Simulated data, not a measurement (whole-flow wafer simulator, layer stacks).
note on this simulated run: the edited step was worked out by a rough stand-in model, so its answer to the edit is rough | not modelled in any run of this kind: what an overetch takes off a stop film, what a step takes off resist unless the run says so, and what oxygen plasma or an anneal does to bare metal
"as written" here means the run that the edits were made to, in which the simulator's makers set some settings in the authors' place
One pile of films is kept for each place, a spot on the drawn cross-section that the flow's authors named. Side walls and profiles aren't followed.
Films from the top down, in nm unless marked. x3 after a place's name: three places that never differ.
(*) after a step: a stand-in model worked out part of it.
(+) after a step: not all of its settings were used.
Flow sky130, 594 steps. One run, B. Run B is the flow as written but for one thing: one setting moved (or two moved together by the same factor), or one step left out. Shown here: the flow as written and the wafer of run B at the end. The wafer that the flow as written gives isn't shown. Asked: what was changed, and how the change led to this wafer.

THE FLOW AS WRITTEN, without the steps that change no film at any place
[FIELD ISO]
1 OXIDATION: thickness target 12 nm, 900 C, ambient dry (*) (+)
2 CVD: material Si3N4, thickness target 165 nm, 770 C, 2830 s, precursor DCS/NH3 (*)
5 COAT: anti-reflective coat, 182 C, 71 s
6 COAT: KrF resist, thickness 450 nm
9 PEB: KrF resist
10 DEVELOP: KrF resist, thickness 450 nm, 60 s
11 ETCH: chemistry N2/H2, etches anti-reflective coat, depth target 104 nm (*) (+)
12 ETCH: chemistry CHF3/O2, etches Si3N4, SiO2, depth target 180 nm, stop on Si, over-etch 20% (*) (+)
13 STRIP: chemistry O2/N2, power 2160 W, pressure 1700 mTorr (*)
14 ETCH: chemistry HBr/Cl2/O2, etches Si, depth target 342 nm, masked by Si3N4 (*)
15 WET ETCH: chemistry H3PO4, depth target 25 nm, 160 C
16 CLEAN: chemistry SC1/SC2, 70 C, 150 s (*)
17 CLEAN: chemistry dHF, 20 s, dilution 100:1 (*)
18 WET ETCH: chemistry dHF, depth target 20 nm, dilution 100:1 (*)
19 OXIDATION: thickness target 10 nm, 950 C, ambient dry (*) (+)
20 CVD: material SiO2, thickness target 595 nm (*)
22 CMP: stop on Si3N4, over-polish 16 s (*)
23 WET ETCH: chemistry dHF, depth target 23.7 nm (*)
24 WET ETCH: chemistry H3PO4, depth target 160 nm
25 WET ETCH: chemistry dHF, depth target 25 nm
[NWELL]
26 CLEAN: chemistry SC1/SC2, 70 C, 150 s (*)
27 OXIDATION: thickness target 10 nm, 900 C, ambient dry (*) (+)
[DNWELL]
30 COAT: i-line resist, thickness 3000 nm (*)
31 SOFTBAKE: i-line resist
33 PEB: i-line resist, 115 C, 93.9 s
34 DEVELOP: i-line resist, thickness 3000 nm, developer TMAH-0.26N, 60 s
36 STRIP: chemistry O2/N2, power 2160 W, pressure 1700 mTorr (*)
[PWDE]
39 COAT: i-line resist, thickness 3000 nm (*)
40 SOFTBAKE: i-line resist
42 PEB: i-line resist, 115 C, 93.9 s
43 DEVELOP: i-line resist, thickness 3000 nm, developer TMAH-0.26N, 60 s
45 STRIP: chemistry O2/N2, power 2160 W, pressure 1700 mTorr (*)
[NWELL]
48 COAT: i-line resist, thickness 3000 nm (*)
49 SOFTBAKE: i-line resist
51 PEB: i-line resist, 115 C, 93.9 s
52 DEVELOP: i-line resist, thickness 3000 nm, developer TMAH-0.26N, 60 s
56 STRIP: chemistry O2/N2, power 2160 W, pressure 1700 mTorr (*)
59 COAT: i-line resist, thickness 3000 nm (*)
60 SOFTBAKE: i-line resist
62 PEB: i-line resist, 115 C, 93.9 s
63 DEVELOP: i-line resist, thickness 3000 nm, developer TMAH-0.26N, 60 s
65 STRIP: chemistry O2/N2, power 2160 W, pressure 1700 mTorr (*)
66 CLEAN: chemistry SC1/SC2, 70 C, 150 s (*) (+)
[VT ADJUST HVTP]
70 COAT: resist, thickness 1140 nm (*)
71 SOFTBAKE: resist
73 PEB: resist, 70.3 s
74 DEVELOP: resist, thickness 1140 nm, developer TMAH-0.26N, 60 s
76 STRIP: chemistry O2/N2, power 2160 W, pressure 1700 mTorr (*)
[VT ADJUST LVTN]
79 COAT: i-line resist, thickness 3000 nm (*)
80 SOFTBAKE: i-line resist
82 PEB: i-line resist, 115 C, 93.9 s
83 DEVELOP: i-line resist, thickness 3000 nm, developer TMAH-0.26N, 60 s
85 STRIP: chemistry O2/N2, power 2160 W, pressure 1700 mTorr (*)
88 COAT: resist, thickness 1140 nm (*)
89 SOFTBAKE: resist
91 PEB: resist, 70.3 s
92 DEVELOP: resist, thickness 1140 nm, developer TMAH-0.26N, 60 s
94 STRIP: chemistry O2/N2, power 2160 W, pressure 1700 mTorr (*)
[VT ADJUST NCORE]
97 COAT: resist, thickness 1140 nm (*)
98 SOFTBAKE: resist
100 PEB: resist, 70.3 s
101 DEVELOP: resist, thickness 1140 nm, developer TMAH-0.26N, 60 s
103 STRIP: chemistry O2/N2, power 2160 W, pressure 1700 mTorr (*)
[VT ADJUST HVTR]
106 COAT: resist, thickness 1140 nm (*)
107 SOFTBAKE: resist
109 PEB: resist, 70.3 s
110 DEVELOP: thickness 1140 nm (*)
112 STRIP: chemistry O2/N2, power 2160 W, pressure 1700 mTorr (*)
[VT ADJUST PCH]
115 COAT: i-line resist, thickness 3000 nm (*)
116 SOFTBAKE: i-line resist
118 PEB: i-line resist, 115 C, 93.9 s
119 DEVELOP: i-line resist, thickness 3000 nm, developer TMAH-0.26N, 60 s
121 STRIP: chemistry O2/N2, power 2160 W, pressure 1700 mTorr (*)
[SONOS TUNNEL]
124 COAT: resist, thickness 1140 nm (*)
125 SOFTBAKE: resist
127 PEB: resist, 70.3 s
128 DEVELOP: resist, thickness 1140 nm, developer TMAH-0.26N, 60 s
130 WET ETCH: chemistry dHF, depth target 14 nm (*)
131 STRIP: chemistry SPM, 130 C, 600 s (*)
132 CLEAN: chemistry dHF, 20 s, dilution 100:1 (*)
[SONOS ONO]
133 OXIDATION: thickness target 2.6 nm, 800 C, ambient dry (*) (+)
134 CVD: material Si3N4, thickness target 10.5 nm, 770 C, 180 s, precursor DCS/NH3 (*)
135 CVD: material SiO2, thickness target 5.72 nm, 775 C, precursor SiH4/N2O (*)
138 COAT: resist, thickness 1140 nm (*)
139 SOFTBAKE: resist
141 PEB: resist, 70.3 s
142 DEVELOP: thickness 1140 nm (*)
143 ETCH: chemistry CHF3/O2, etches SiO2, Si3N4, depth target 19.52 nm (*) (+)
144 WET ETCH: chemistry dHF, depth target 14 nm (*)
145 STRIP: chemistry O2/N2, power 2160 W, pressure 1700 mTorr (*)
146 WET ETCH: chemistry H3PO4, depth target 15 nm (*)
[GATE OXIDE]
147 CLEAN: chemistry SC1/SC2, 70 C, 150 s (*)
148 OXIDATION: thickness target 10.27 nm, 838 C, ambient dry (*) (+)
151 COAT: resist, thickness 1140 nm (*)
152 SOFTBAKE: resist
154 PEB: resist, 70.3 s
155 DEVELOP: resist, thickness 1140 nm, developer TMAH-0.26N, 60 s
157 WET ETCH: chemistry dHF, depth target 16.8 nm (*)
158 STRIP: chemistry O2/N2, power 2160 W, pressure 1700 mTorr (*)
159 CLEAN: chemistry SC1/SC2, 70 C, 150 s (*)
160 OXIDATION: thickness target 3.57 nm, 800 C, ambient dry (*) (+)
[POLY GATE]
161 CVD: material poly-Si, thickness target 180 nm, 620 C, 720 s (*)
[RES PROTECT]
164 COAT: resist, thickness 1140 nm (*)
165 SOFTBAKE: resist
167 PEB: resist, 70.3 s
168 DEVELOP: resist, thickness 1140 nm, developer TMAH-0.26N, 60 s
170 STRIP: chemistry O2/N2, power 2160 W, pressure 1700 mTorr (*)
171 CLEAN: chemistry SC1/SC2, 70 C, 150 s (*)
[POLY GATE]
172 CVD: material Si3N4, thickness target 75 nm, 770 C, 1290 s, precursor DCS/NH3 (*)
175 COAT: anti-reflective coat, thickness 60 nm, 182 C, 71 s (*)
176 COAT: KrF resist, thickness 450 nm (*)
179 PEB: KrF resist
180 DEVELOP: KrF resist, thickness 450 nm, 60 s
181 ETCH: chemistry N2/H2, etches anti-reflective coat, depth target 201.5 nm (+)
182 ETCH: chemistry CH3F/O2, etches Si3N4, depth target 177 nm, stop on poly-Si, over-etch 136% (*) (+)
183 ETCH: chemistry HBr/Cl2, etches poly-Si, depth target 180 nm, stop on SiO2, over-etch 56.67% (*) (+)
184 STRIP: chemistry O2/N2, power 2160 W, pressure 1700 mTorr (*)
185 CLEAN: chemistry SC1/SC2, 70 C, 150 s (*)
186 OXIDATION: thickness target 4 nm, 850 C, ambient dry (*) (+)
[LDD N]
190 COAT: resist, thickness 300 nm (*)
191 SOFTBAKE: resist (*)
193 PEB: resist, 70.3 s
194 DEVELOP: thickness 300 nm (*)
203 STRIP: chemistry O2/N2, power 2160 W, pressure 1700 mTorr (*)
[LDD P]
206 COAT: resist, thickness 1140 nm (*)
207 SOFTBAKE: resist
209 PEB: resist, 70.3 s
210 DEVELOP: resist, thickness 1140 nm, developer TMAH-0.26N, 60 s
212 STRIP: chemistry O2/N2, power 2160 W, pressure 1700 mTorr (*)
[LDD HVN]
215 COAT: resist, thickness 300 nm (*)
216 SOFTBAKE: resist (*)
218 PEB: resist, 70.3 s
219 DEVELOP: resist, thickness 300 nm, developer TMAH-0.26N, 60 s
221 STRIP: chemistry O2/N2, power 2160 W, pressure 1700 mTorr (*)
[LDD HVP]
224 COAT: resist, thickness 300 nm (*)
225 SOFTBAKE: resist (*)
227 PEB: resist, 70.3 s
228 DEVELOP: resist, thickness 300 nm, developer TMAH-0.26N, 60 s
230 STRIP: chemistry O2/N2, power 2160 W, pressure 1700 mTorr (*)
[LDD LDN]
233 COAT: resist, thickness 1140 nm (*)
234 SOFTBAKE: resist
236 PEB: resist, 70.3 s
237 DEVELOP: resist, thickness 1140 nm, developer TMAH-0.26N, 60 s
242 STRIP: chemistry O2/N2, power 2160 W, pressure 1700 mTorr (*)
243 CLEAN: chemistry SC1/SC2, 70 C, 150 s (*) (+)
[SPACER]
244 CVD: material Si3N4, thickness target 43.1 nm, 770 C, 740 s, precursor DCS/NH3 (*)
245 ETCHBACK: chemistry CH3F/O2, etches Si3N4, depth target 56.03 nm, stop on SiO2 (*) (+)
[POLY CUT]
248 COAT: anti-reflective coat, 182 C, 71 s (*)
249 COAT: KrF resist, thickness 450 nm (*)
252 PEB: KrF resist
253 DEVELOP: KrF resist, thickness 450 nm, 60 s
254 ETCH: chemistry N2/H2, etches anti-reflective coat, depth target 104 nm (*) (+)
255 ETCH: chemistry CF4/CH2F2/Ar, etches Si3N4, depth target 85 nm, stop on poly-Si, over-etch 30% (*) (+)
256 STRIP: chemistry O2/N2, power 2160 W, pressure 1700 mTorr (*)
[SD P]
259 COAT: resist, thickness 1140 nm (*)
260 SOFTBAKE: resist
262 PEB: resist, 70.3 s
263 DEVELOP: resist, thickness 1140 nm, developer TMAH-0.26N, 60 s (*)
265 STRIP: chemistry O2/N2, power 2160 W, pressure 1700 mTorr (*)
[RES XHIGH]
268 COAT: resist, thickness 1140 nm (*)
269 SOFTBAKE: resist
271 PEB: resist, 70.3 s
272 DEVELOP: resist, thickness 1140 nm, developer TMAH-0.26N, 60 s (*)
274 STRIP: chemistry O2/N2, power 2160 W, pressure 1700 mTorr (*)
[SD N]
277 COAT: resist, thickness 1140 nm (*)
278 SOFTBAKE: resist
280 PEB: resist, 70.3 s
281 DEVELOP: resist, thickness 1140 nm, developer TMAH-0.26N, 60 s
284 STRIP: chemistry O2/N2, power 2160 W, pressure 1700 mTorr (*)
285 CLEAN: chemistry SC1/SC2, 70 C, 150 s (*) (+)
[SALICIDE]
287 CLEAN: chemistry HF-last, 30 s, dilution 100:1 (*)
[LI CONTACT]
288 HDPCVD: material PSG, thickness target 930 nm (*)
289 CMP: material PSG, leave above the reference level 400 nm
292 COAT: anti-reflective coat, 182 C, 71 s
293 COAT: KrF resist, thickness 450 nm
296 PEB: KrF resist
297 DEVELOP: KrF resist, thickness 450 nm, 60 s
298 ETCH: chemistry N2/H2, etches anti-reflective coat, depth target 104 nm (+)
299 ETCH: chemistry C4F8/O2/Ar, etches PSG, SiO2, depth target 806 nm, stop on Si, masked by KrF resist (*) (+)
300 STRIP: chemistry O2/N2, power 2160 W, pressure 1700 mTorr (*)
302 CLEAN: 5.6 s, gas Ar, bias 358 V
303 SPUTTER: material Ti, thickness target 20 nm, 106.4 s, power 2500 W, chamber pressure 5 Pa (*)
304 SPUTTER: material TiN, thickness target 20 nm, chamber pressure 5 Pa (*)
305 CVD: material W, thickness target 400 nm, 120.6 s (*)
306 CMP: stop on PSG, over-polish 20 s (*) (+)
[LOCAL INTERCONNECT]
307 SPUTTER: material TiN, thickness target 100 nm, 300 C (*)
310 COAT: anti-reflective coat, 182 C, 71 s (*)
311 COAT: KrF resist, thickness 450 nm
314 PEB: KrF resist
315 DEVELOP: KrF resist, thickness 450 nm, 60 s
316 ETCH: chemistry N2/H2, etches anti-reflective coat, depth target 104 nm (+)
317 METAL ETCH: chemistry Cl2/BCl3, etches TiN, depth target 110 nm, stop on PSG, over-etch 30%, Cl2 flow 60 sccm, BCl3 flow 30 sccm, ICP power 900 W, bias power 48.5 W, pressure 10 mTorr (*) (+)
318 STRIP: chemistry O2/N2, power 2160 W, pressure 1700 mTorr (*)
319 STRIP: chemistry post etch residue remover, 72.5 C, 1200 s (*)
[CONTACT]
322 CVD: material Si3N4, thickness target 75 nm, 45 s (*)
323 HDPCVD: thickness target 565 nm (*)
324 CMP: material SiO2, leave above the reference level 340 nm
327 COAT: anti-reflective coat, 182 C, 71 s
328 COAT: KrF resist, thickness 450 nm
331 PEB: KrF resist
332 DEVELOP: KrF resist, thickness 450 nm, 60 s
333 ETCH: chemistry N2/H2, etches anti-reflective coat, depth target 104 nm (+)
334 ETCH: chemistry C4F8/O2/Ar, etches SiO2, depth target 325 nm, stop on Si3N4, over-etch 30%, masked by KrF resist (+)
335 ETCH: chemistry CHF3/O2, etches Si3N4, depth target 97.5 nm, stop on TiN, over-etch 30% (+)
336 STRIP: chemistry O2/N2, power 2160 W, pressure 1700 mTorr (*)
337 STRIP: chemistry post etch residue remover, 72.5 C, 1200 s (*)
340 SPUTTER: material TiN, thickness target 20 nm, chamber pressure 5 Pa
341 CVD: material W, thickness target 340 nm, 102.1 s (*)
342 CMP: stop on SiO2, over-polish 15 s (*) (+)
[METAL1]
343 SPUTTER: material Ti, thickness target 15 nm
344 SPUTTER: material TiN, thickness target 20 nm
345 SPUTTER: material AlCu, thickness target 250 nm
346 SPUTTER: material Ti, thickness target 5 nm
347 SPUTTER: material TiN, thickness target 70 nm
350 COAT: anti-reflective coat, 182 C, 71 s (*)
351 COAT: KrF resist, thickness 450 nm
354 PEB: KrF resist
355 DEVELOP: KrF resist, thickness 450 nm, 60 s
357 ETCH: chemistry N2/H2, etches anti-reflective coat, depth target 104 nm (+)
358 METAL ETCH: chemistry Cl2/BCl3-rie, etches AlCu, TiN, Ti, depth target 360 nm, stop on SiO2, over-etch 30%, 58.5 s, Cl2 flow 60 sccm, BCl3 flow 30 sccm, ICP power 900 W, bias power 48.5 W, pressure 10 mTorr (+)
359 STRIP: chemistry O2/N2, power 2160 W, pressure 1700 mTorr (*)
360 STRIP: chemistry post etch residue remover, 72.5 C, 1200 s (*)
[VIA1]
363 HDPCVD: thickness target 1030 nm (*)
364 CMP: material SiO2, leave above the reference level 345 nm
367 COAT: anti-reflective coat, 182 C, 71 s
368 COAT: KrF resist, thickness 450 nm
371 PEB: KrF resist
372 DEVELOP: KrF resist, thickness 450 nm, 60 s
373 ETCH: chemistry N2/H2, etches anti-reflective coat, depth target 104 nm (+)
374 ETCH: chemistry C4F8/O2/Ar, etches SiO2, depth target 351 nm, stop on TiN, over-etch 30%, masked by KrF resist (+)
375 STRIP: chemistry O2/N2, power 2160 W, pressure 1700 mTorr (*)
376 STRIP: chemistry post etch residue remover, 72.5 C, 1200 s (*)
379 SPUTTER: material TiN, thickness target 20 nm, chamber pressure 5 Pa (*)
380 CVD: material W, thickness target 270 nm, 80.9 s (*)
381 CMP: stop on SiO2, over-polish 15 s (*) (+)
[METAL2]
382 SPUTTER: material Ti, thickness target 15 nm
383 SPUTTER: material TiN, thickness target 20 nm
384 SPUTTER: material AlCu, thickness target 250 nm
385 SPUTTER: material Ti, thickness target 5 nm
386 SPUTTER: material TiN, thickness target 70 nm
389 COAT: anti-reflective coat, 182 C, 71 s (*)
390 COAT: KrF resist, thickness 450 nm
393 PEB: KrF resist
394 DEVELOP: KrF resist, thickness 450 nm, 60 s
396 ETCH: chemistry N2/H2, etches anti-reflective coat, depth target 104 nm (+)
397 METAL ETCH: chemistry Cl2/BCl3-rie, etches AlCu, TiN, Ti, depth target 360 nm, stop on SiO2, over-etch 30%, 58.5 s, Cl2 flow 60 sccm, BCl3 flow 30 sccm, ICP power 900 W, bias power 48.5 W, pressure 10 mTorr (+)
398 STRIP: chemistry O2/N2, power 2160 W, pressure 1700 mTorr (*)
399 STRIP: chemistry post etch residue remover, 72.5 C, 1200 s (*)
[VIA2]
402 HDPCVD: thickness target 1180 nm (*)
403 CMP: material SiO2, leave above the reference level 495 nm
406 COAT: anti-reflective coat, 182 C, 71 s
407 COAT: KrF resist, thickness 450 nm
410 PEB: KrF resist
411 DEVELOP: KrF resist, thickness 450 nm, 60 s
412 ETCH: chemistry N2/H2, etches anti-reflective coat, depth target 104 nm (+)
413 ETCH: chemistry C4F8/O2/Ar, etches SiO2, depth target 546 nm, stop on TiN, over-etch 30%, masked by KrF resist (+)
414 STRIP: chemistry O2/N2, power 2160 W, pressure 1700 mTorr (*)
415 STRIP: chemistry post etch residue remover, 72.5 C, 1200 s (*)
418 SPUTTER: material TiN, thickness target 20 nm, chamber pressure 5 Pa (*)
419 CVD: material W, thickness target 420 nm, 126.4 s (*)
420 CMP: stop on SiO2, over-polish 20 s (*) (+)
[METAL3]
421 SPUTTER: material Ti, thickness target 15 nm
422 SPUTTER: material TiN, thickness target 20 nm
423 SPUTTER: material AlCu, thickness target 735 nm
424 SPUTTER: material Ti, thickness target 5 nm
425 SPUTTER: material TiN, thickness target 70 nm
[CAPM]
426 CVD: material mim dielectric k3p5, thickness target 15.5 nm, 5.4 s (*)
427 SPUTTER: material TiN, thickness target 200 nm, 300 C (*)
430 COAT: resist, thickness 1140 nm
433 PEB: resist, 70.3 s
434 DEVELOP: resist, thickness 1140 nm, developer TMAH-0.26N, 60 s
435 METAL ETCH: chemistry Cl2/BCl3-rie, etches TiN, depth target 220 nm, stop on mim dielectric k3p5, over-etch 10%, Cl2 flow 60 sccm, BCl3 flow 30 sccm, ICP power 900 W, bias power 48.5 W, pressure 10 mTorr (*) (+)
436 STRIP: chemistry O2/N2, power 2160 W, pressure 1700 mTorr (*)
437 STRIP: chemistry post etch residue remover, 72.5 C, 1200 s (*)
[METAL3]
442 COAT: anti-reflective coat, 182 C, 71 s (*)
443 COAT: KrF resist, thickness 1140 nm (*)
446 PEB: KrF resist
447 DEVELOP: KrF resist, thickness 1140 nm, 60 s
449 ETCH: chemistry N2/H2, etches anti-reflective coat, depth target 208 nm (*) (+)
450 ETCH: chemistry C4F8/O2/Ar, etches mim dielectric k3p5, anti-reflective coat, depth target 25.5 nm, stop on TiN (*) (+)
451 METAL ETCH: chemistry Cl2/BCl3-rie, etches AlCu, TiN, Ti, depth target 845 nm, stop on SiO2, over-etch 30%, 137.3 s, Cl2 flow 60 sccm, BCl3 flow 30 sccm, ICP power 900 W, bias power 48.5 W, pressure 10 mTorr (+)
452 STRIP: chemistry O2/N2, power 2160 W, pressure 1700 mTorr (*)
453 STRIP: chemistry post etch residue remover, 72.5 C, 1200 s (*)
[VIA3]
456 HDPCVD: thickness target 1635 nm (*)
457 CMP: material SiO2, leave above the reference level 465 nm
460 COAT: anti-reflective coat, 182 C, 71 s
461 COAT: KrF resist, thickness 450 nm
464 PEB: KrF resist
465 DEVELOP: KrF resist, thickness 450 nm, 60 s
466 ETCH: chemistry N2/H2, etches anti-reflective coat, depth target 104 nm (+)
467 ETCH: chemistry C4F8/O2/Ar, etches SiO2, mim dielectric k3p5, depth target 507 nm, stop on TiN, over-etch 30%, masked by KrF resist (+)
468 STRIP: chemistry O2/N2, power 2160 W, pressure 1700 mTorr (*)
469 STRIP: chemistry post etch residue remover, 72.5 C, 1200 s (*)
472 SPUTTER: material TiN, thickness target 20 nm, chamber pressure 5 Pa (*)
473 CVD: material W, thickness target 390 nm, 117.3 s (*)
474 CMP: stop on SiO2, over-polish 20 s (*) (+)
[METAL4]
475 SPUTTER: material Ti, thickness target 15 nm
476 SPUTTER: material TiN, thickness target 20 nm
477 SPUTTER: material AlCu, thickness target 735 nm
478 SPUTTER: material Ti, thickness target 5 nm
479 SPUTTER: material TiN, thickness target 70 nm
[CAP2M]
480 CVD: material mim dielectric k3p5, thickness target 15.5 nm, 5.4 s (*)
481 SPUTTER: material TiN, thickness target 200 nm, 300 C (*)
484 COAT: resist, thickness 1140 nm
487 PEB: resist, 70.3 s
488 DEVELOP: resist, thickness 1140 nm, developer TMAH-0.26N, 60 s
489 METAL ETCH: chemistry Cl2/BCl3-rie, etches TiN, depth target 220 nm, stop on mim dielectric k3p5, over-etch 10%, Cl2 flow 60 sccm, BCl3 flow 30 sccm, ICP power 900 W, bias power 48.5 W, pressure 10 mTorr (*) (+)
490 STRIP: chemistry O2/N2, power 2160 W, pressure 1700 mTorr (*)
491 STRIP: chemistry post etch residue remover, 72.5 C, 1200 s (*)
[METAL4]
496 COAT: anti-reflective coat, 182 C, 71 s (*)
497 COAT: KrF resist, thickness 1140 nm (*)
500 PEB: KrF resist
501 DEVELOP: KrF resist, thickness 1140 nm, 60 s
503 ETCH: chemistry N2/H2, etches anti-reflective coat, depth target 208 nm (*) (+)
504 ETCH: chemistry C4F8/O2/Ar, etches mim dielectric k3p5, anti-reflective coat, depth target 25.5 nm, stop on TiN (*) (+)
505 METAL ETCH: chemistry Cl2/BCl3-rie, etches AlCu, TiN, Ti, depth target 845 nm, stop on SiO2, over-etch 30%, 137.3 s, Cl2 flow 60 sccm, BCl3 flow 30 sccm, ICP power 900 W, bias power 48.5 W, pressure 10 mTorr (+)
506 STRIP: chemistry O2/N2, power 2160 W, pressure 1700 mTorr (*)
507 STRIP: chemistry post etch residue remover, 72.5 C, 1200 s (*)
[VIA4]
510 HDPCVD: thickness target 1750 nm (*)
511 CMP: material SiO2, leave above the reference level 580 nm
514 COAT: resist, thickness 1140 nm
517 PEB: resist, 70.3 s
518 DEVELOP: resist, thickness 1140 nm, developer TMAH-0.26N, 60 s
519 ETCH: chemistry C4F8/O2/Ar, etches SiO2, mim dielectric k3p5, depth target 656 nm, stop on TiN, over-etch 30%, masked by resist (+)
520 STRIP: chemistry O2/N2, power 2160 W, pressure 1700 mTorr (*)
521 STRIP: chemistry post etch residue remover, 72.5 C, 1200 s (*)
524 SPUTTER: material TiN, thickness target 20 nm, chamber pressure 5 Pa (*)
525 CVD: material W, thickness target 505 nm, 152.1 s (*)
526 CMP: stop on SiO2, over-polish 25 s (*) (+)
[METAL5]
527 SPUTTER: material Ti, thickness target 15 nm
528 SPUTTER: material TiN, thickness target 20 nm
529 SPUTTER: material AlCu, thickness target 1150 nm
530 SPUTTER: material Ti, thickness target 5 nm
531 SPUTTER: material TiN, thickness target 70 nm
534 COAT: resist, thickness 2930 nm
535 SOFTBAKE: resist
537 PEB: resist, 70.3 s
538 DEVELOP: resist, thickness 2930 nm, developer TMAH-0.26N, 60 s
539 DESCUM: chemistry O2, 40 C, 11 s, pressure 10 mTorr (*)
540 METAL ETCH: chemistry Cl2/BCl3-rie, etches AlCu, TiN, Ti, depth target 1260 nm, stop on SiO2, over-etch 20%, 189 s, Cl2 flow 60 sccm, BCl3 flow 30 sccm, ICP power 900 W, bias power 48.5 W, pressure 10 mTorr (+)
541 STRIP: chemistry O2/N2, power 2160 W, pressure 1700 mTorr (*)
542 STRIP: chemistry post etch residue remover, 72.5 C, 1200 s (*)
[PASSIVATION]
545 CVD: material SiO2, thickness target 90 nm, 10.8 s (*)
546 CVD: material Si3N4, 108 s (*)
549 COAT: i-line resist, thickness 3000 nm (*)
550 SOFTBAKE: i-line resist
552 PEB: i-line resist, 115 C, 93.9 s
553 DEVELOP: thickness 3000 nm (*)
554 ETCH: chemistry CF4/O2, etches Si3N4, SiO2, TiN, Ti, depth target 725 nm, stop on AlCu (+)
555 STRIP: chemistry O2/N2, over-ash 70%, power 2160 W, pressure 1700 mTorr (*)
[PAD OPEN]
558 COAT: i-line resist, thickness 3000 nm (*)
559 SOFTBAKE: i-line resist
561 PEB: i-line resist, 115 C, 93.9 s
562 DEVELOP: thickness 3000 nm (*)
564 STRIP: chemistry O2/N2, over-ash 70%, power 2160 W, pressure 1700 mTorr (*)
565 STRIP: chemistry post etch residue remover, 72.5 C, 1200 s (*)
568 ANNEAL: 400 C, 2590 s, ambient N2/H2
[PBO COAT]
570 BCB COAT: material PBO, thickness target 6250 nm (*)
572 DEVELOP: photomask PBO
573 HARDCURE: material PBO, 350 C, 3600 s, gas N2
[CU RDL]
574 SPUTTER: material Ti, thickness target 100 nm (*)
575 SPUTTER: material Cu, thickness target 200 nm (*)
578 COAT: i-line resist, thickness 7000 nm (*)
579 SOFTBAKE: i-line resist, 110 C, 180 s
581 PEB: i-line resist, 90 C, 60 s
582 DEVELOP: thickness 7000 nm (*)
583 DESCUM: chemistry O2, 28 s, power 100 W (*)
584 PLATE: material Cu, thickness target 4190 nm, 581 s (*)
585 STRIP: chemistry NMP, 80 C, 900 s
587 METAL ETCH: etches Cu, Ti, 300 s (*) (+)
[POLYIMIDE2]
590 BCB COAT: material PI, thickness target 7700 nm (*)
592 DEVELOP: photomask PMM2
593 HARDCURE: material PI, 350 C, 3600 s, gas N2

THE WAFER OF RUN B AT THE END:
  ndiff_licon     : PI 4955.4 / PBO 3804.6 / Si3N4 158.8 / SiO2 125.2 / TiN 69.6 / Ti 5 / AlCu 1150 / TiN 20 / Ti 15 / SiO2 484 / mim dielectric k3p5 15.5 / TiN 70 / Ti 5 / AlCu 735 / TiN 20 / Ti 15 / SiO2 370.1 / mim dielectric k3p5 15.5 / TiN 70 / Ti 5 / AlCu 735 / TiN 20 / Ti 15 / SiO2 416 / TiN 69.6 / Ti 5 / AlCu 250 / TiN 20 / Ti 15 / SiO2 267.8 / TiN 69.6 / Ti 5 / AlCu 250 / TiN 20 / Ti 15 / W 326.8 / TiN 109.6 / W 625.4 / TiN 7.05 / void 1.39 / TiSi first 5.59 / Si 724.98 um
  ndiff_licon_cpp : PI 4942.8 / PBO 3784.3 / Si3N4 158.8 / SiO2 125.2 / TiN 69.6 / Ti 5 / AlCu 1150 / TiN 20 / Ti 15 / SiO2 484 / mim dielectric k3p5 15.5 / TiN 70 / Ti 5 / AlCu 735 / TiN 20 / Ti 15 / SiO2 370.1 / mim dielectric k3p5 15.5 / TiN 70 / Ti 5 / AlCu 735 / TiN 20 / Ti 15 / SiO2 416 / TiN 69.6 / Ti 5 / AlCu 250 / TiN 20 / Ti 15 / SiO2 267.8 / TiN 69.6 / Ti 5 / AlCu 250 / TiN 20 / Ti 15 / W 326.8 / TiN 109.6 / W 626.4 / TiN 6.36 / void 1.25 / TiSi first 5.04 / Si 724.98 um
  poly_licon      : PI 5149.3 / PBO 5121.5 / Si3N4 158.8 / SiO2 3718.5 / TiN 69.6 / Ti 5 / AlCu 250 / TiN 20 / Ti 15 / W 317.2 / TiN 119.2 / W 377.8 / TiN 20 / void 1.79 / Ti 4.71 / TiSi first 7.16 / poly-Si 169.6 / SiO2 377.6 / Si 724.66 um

The cause: step 303, SPUTTER: 47.87 s was run, where the flow has 106.4 s.

How the change led to this, step by step:
  303 SPUTTER: material Ti, thickness target 20 nm, 106.4 s, power 2500 W, chamber pressure 5 Pa (*)
      field, active, n_well and 185 more: Ti +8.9 (new film) (as written it would be: Ti +20 (new film))
      ndiff_licon: Ti +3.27 (new film) (as written it would be: Ti +7.24 (new film))
      (and at 2 more places)
  306 CMP: stop on PSG, over-polish 20 s (*) (+)
      field, active, n_well and 184 more: W -400 (all of it), TiN -20 (all of it), Ti -8.9 (all of it), PSG -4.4 (as written it would be: W -400 (all of it), TiN -20 (all of it), Ti -20 (all of it), PSG -4.4)
      ndiff_licon, ndiff_licon_cpp, rpo_hd_licon: W -433.8 (as written it would be: W -444.9)
      (and at 1 more place)
  568 ANNEAL: 400 C, 2590 s, ambient N2/H2
      ndiff_licon: under 37 films: void +1.39 (new film), TiSi first +5.59 (new film), Ti -3.27 (all of it), Si -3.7 (as written it would be: under 37 films: void +1.63 (new film), Ti -3.85, TiSi first +6.58 (new film), Si -4.36)
      ndiff_licon_cpp: under 37 films: void +1.25 (new film), TiSi first +5.04 (new film), Ti -2.95 (all of it), Si -3.34 (as written it would be: under 37 films: void +1.63 (new film), Ti -3.85, TiSi first +6.58 (new film), Si -4.36)
Counting metal films that touch as one body, ndiff_licon has 5 bodies (between them, from the top down: SiO2 484 / mim dielectric k3p5 15.5; SiO2 370.1 / mim dielectric k3p5 15.5; SiO2 416; SiO2 267.8); the flow as written gives 6 bodies (between them, from the top down: SiO2 484 / mim dielectric k3p5 15.5; SiO2 370.1 / mim dielectric k3p5 15.5; SiO2 416; SiO2 267.8; void 1.78).
Counting metal films that touch as one body, ndiff_licon_cpp has 5 bodies (between them, from the top down: SiO2 484 / mim dielectric k3p5 15.5; SiO2 370.1 / mim dielectric k3p5 15.5; SiO2 416; SiO2 267.8); the flow as written gives 6 bodies (between them, from the top down: SiO2 484 / mim dielectric k3p5 15.5; SiO2 370.1 / mim dielectric k3p5 15.5; SiO2 416; SiO2 267.8; void 1.78).
